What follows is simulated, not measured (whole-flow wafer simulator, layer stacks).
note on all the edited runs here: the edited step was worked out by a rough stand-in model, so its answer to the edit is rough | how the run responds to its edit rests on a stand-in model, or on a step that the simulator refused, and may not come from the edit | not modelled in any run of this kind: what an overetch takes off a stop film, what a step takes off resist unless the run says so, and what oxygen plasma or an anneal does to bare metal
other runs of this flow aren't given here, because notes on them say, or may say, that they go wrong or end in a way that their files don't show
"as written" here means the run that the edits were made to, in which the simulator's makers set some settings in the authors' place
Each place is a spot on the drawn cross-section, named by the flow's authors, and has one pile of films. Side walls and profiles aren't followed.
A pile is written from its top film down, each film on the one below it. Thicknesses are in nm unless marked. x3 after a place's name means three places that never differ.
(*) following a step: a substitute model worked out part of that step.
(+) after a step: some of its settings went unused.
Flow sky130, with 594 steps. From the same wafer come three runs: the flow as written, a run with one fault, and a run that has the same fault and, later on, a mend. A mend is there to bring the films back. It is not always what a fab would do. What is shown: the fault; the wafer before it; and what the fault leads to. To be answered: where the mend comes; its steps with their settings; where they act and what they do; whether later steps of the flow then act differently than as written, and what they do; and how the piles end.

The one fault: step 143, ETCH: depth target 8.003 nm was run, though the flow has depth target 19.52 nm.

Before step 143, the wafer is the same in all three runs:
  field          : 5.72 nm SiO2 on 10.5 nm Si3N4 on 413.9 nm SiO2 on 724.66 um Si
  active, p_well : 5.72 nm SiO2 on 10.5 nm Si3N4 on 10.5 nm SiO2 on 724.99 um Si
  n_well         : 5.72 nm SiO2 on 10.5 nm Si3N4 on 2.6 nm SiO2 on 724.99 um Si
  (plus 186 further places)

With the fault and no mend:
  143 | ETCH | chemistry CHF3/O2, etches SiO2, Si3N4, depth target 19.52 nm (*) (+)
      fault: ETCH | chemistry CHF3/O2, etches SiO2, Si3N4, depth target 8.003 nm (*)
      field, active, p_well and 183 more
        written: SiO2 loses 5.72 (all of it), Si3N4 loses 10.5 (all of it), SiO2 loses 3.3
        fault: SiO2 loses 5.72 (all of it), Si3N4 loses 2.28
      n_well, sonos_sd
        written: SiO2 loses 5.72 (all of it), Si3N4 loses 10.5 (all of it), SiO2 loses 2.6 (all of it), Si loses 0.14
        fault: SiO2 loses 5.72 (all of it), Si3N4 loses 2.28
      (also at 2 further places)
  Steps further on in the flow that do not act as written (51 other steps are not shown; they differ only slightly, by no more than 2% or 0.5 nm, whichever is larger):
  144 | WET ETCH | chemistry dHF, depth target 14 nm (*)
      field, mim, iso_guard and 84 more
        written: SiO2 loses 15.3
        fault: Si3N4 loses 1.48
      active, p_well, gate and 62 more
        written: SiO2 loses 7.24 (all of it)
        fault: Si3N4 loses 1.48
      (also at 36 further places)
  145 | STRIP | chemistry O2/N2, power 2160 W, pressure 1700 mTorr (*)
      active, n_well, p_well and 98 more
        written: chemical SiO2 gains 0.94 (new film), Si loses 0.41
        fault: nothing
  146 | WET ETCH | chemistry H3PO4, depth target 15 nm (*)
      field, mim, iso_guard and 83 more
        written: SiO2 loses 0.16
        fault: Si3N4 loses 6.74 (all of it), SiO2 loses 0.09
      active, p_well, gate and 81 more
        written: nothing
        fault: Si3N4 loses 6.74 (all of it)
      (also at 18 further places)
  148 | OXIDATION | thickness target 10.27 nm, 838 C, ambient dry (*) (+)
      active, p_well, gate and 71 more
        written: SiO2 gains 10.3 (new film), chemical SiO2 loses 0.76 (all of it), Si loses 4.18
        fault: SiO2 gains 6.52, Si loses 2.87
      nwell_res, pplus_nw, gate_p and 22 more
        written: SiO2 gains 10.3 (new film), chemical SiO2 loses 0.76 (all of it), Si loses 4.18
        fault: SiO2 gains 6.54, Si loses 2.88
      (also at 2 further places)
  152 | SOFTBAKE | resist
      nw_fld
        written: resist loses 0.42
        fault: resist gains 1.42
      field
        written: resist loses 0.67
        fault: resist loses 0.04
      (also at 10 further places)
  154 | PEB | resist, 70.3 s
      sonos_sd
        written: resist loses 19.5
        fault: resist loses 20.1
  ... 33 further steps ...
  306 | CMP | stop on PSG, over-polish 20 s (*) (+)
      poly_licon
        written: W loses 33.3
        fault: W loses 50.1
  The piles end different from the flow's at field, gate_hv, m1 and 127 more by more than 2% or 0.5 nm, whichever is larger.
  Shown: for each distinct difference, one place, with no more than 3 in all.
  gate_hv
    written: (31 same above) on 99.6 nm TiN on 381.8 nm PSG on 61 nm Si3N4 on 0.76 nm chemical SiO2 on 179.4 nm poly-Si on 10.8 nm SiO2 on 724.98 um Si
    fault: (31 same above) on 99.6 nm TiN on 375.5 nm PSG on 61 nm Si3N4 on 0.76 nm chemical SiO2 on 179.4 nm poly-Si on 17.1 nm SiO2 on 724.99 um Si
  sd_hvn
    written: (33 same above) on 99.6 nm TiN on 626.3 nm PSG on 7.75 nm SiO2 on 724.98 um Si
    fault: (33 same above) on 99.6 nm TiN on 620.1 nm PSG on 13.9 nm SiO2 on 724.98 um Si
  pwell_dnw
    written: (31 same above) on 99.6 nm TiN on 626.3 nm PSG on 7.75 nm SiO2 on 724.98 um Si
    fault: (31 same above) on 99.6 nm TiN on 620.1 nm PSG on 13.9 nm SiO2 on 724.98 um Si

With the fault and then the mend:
  The mend follows step 143.
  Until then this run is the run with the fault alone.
  143a | ETCH | chemistry CHF3/O2, etches SiO2, Si3N4, depth target 11.52 nm (*) (+) (the flow's step 143 again, with other settings)
      field, active, p_well and 183 more
        Si3N4 loses 8.22 (all of it), SiO2 loses 3.3
      n_well, sonos_sd
        Si3N4 loses 8.22 (all of it), SiO2 loses 2.6 (all of it), Si loses 0.14
      sonos_cell, sonos_cell_x
        resist loses 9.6
  None of the later steps of the flow differs from how it acts as written, at any place that is followed, by more than 2% or 0.5 nm, whichever is larger.
  At the end the piles are close to the flow's at the places that both follow, differing by at most 2% or 0.5 nm, whichever is larger.
